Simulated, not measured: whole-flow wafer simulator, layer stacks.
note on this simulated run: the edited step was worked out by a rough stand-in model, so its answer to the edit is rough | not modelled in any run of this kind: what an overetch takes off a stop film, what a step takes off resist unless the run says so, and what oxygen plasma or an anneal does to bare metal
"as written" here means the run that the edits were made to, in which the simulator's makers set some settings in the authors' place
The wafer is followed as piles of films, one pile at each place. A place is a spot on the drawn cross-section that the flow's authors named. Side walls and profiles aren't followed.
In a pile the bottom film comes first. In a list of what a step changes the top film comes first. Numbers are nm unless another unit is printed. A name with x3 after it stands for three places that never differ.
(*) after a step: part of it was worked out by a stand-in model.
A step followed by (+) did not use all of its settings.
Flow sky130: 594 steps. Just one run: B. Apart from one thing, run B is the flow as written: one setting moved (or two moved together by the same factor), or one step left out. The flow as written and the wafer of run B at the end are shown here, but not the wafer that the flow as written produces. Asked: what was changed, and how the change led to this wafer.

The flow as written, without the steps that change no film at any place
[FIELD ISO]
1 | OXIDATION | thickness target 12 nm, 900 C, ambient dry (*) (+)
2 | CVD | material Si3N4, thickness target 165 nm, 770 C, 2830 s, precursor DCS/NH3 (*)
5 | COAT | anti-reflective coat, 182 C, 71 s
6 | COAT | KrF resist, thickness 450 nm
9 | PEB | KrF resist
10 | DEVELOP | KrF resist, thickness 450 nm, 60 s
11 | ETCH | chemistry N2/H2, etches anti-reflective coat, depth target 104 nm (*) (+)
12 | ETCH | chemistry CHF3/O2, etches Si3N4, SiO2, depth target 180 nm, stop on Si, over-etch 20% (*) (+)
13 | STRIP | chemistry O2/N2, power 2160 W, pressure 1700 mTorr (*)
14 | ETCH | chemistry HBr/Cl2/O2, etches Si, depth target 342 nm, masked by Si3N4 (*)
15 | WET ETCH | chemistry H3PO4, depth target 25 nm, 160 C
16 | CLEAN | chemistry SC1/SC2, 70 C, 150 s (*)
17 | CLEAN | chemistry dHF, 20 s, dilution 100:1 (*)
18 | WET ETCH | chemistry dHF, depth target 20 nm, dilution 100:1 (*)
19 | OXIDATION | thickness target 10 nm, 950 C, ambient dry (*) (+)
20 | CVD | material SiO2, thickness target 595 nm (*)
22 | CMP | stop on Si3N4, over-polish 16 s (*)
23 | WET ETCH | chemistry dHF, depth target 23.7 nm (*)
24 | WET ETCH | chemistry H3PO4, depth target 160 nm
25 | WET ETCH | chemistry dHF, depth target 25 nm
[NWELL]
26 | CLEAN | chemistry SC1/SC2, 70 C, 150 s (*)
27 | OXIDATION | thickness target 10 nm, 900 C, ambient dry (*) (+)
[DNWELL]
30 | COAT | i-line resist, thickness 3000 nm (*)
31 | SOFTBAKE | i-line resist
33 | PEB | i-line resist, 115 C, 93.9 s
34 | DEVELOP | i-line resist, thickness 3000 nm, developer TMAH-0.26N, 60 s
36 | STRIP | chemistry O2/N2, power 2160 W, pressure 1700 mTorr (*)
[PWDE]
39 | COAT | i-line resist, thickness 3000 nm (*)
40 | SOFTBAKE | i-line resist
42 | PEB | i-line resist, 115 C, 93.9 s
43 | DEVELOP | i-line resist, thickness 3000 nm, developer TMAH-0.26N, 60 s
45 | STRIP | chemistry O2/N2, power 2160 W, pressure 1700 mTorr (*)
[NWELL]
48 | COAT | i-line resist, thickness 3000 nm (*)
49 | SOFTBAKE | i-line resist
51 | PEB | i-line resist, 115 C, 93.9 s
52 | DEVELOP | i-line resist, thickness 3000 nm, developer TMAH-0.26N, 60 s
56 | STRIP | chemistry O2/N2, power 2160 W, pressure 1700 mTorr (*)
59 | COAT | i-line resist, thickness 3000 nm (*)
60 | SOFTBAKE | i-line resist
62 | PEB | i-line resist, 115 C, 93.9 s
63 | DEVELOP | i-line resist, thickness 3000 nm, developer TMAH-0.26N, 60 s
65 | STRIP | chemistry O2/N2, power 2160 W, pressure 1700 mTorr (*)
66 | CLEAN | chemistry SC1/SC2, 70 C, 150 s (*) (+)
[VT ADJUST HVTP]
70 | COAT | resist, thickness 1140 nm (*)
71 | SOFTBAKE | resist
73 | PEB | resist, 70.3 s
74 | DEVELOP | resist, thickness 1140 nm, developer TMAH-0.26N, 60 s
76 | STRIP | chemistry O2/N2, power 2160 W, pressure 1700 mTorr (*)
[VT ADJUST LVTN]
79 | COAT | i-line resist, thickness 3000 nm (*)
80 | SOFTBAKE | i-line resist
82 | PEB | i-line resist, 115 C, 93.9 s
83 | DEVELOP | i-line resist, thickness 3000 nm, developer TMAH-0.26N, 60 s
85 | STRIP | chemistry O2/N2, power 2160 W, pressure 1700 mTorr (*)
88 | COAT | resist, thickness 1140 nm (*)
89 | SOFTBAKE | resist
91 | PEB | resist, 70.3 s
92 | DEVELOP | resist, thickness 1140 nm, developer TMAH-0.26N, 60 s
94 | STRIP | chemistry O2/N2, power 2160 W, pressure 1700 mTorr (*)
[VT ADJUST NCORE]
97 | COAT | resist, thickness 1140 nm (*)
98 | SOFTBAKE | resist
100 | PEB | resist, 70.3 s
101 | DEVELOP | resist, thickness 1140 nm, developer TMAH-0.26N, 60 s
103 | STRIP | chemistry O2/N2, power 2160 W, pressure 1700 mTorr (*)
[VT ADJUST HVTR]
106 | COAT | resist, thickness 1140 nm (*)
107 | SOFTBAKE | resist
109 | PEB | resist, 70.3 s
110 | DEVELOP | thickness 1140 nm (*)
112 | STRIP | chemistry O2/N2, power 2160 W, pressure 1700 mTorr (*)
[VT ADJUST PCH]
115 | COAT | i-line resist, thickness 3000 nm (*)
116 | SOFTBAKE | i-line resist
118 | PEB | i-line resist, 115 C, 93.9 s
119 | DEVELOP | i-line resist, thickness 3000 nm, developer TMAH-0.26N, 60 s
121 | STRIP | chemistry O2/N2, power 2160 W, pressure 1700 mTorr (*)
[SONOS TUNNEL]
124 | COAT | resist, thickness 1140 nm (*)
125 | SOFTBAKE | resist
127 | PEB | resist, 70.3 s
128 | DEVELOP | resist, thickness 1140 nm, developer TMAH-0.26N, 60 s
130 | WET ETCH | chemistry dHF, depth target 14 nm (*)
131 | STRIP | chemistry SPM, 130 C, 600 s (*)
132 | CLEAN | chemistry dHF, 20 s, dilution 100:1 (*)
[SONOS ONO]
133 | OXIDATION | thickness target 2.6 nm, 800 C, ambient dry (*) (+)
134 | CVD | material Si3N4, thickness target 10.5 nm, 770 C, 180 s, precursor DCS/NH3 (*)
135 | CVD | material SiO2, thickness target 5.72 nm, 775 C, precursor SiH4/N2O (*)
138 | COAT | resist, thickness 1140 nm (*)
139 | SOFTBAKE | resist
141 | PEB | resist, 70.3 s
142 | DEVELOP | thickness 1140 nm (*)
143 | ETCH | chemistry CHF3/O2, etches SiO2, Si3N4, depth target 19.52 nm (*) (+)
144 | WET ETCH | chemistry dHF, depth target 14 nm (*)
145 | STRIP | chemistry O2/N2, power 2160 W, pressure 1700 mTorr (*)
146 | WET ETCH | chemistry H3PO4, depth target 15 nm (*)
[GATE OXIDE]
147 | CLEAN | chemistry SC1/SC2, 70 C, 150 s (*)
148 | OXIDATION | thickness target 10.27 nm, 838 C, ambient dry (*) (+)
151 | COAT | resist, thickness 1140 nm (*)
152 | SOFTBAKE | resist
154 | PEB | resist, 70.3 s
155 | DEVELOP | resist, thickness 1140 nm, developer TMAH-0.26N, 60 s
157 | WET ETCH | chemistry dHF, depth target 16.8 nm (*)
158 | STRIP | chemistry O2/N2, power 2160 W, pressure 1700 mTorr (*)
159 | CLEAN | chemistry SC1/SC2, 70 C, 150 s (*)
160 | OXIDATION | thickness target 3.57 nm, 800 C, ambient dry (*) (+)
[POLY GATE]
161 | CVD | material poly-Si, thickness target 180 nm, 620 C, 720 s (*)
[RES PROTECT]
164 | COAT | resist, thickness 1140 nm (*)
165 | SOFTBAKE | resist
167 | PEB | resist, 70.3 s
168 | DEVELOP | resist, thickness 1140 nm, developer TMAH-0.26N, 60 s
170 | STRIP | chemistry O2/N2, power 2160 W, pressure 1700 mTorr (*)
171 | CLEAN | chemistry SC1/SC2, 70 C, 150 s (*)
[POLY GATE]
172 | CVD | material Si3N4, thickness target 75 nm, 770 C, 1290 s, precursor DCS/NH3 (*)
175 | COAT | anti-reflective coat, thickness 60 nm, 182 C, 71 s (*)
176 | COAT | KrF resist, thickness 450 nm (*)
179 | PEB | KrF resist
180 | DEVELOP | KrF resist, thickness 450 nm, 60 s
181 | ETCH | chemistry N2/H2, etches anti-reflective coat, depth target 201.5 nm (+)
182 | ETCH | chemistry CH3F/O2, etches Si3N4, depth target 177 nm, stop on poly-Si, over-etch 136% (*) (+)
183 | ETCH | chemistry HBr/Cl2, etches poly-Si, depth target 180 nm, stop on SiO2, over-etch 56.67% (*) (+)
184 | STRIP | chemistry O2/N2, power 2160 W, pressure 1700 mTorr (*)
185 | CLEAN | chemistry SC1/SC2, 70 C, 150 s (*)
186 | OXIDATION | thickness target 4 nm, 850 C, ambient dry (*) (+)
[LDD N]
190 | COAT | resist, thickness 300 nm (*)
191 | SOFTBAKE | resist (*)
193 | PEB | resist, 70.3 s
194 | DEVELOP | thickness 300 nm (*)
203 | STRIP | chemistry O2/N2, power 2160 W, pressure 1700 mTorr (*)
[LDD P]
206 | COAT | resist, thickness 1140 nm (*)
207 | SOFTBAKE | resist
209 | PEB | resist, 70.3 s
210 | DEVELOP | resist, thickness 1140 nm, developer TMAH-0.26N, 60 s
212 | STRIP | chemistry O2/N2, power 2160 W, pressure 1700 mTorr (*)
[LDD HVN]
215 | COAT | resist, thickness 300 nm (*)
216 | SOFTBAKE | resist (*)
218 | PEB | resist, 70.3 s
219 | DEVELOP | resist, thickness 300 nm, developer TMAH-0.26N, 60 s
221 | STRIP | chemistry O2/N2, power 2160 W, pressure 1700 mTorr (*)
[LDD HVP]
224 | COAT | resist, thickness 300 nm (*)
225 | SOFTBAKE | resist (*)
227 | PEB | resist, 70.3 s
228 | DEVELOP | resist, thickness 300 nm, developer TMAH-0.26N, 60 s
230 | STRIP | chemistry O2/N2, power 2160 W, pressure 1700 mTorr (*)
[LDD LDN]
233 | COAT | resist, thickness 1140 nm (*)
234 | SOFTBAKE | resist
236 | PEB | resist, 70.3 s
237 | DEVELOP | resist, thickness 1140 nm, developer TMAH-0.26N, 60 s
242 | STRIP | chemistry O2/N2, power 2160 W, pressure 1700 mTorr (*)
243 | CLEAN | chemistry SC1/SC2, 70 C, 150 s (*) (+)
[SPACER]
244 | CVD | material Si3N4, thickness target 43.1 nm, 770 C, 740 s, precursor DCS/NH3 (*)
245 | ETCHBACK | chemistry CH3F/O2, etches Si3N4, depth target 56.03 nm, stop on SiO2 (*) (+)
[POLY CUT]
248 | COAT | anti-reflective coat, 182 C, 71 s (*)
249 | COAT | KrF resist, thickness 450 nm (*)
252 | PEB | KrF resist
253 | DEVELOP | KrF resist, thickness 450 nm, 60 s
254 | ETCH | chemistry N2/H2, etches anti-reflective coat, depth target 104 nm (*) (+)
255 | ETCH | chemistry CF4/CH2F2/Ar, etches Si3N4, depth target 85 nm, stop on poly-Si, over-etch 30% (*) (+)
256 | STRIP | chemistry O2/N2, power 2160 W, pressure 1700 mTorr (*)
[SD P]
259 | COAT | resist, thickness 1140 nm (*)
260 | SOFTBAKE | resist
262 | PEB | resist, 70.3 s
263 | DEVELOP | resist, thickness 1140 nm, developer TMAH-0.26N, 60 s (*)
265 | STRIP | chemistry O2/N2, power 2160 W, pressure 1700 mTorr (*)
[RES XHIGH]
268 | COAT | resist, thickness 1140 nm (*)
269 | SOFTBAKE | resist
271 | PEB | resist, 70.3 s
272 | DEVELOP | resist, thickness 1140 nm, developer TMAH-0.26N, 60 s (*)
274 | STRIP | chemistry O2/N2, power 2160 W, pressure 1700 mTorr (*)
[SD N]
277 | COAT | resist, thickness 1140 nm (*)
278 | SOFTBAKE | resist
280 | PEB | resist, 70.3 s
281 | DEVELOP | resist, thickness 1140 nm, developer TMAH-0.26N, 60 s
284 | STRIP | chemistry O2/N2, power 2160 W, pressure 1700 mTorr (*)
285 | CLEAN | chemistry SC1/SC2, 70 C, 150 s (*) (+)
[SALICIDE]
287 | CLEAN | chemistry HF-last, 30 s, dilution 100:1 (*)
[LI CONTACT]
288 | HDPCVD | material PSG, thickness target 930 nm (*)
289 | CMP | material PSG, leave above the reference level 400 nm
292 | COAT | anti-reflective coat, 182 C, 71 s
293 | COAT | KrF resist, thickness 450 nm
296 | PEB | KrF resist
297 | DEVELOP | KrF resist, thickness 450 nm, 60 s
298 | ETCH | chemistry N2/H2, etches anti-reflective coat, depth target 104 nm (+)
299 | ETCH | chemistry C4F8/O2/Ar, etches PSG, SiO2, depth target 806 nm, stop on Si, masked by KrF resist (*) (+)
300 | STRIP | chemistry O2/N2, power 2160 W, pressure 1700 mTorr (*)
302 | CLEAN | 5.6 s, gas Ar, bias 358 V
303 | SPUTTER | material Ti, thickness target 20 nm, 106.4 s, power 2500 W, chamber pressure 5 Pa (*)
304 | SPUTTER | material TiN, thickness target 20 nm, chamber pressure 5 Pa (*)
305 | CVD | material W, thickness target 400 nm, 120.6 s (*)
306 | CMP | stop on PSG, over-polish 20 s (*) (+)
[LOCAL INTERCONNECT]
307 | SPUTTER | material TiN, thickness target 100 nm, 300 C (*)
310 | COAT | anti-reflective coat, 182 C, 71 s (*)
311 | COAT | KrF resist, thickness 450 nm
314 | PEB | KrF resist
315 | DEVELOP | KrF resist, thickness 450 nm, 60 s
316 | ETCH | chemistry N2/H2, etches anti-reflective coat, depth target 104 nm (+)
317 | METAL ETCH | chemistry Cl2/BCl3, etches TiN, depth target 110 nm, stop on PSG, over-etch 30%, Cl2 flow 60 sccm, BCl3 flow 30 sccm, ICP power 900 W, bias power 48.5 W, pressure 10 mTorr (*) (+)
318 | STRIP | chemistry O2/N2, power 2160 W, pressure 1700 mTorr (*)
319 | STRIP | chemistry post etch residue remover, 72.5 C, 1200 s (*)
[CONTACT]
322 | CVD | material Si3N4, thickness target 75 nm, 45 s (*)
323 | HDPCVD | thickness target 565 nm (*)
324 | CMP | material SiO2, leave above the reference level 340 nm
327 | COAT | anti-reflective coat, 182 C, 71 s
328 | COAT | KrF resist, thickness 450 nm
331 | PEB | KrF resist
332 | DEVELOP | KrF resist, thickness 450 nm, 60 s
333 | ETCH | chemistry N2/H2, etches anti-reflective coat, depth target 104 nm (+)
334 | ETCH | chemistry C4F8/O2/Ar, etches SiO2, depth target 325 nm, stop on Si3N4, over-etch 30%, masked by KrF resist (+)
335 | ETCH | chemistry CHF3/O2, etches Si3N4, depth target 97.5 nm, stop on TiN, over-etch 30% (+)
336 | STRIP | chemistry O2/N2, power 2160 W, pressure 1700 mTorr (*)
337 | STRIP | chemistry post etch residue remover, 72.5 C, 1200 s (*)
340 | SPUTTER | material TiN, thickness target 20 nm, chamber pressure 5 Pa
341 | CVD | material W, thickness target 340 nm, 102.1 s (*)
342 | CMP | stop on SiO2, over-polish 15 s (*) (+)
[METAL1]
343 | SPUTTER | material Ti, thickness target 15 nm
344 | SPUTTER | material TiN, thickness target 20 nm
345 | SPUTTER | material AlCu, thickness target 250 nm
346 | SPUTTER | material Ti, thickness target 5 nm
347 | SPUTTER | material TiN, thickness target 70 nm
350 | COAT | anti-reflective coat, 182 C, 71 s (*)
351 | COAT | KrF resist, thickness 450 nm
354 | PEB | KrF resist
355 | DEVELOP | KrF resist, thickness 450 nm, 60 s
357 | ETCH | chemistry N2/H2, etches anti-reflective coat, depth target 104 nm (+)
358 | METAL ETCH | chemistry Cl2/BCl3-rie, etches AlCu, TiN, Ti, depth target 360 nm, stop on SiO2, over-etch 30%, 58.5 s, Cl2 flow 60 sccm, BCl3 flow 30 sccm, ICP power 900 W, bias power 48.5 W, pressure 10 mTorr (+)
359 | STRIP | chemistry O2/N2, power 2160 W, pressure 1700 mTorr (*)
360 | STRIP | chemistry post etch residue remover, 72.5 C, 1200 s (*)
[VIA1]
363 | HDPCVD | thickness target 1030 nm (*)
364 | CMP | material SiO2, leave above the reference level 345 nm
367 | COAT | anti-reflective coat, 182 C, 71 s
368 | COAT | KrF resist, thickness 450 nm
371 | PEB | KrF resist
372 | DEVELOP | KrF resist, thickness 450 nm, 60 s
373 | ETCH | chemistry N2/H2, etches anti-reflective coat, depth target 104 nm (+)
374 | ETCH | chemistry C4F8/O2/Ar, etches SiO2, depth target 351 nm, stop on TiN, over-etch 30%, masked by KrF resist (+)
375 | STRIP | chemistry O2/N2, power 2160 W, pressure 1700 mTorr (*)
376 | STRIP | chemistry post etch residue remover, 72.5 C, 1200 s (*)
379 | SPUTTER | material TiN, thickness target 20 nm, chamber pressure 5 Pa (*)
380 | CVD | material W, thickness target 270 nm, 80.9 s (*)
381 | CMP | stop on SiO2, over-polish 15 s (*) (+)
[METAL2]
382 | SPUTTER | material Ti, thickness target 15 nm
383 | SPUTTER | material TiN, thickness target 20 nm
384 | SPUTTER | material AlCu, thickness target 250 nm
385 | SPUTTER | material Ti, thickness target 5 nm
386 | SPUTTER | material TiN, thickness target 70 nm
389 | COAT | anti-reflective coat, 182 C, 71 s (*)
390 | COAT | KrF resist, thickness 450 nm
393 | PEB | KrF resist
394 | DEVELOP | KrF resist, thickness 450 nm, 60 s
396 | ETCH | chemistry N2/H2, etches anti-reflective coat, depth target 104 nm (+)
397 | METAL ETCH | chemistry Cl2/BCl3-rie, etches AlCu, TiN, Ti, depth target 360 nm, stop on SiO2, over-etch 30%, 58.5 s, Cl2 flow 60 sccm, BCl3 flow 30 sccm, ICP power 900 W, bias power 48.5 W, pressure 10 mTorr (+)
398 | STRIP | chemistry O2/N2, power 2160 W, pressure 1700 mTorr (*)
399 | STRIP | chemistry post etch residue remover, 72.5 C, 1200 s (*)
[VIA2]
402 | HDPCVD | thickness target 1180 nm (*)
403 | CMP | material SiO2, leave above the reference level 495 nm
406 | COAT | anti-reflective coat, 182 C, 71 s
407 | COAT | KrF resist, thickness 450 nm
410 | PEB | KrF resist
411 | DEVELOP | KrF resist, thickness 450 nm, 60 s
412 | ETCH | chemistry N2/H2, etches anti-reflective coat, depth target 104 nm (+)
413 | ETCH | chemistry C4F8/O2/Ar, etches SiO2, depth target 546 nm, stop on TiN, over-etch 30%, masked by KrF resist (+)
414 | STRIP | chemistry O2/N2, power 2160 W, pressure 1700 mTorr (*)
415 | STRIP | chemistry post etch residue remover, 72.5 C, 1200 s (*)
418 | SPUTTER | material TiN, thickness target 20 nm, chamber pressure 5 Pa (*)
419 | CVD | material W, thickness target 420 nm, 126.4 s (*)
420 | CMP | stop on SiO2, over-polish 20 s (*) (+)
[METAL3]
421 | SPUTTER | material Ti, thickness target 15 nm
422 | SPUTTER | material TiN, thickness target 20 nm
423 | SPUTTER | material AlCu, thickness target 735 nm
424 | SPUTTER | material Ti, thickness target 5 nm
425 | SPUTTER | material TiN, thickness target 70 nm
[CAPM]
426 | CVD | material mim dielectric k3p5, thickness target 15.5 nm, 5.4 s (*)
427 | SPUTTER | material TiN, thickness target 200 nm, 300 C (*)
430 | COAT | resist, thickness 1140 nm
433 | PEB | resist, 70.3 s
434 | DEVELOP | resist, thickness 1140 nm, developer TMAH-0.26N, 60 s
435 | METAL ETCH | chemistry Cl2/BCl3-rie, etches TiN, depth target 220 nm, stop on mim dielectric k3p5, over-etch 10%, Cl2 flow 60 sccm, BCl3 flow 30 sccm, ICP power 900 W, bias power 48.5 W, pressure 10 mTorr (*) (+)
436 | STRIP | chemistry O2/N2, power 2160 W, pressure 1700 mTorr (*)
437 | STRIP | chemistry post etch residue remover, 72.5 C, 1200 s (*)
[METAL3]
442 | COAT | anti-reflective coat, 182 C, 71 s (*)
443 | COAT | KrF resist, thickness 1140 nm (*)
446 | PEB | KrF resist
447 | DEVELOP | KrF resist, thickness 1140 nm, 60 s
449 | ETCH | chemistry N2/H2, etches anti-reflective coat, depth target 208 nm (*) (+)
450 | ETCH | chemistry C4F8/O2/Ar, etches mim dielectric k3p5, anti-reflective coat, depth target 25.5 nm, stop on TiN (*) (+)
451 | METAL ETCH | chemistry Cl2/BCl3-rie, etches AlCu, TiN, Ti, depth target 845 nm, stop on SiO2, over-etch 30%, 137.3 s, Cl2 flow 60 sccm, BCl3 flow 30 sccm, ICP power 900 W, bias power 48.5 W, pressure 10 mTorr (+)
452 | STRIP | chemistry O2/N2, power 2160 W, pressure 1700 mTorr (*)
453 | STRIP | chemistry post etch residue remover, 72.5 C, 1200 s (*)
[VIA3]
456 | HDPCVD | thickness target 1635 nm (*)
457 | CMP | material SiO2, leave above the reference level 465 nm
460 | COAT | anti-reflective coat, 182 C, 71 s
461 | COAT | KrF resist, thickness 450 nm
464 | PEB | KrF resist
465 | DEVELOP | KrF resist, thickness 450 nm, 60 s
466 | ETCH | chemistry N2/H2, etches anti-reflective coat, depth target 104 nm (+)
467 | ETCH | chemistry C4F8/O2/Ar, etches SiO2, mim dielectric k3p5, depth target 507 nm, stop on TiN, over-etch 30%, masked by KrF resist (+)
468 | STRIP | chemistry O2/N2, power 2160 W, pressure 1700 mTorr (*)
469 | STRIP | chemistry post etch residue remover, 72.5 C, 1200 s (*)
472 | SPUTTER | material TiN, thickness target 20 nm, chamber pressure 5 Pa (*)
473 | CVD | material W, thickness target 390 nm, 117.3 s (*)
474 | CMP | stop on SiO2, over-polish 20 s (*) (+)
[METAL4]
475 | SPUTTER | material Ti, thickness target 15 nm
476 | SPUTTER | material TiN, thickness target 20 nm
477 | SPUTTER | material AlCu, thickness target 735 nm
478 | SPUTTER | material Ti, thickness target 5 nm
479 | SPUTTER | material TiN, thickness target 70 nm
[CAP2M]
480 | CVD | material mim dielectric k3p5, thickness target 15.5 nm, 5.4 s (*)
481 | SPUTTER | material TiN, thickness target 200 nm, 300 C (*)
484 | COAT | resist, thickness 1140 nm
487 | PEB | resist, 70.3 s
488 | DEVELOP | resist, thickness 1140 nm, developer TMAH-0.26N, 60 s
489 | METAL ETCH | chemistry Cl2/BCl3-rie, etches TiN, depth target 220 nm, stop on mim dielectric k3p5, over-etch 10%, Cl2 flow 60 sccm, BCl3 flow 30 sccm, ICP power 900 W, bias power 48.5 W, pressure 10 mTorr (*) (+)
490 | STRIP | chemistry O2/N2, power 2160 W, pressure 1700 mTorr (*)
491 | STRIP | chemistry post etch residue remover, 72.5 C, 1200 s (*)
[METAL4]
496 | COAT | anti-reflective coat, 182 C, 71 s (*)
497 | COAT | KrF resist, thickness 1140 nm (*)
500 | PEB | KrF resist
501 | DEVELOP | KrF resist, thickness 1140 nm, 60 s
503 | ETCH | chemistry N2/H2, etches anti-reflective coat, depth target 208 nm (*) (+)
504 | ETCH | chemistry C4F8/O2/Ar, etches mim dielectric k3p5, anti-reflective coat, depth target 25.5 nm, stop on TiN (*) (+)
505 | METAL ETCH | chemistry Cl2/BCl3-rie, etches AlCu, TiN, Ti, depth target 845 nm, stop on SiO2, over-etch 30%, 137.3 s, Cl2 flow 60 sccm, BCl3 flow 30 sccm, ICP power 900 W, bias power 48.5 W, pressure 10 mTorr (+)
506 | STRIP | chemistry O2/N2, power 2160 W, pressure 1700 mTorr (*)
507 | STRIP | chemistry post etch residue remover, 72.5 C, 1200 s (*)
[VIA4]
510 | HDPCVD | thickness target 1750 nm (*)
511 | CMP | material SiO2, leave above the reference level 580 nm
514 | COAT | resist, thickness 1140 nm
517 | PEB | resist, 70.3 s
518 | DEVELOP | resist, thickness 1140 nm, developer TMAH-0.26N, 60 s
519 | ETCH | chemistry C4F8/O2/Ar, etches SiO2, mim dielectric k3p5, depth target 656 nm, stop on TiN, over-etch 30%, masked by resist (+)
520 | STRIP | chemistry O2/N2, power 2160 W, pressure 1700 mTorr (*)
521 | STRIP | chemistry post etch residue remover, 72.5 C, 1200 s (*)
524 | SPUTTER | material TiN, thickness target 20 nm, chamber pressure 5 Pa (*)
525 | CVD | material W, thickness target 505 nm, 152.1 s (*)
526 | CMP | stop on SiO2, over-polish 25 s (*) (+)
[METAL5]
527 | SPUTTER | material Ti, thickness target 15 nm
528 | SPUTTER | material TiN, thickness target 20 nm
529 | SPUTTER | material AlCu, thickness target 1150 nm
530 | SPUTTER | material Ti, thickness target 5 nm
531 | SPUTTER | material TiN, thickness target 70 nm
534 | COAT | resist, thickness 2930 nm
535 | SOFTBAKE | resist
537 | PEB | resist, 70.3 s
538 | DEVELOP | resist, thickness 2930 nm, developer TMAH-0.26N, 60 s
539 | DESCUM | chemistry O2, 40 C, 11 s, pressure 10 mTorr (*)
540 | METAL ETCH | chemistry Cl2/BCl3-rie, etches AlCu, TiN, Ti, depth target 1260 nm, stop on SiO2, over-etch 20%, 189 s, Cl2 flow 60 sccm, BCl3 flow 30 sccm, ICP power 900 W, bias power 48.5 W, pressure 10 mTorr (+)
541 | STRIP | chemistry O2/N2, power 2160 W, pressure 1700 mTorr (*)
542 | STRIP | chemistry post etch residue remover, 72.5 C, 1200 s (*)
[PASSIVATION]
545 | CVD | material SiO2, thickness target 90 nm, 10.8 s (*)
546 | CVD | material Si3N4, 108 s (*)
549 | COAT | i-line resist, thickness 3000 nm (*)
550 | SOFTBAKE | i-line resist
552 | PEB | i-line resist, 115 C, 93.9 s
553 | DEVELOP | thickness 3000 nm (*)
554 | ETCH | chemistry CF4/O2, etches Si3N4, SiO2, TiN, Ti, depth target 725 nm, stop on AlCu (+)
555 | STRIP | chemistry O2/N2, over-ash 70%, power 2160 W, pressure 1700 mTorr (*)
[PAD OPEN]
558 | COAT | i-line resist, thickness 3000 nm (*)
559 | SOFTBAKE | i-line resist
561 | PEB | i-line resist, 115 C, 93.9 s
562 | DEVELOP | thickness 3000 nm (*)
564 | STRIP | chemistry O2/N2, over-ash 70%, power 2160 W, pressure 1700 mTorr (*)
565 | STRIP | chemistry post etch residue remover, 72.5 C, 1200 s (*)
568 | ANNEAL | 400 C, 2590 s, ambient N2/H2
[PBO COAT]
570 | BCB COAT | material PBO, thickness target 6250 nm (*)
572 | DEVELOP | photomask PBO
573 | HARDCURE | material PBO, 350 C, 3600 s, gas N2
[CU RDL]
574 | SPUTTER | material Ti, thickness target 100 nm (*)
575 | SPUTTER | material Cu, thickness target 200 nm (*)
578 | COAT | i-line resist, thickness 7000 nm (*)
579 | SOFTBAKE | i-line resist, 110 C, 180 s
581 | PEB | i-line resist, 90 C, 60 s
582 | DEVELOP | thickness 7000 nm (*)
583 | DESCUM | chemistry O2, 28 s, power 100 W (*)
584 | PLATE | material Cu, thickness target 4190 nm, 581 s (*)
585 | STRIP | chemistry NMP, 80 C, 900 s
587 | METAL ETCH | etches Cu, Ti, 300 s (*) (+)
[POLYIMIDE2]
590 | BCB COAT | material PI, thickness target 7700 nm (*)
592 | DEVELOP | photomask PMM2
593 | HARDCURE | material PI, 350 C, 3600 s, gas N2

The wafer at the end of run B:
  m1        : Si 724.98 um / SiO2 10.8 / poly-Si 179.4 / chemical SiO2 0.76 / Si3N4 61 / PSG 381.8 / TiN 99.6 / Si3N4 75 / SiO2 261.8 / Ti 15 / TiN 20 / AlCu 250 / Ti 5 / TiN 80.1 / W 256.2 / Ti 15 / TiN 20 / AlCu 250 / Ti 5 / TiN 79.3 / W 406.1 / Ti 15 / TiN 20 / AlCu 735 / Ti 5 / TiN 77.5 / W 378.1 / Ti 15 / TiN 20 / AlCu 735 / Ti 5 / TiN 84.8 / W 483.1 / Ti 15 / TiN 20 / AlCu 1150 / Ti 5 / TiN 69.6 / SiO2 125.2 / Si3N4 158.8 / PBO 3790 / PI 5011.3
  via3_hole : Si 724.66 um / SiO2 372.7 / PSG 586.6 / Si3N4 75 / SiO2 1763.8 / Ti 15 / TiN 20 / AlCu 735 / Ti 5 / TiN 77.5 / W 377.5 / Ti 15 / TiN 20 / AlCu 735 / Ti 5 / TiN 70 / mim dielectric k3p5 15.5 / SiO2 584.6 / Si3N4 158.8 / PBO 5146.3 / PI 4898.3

What caused this: step 472, SPUTTER: thickness target 15 nm was run, though the flow has thickness target 20 nm.

How this came from the change, step by step:
  472 | SPUTTER | material TiN, thickness target 20 nm, chamber pressure 5 Pa (*)
      field, active, n_well and 187 more: TiN gains 15 (new film) (it would be, as written: TiN gains 20 (new film))
      m1: TiN gains 7.94 (it would be, as written: TiN gains 10.6)
      (also at 1 further place)
  474 | CMP | stop on SiO2, over-polish 20 s (*) (+)
      field, active, n_well and 187 more: W loses 390 (all of it), TiN loses 15 (all of it), SiO2 loses 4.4 (it would be, as written: W loses 390 (all of it), TiN loses 20 (all of it), SiO2 loses 4.4)
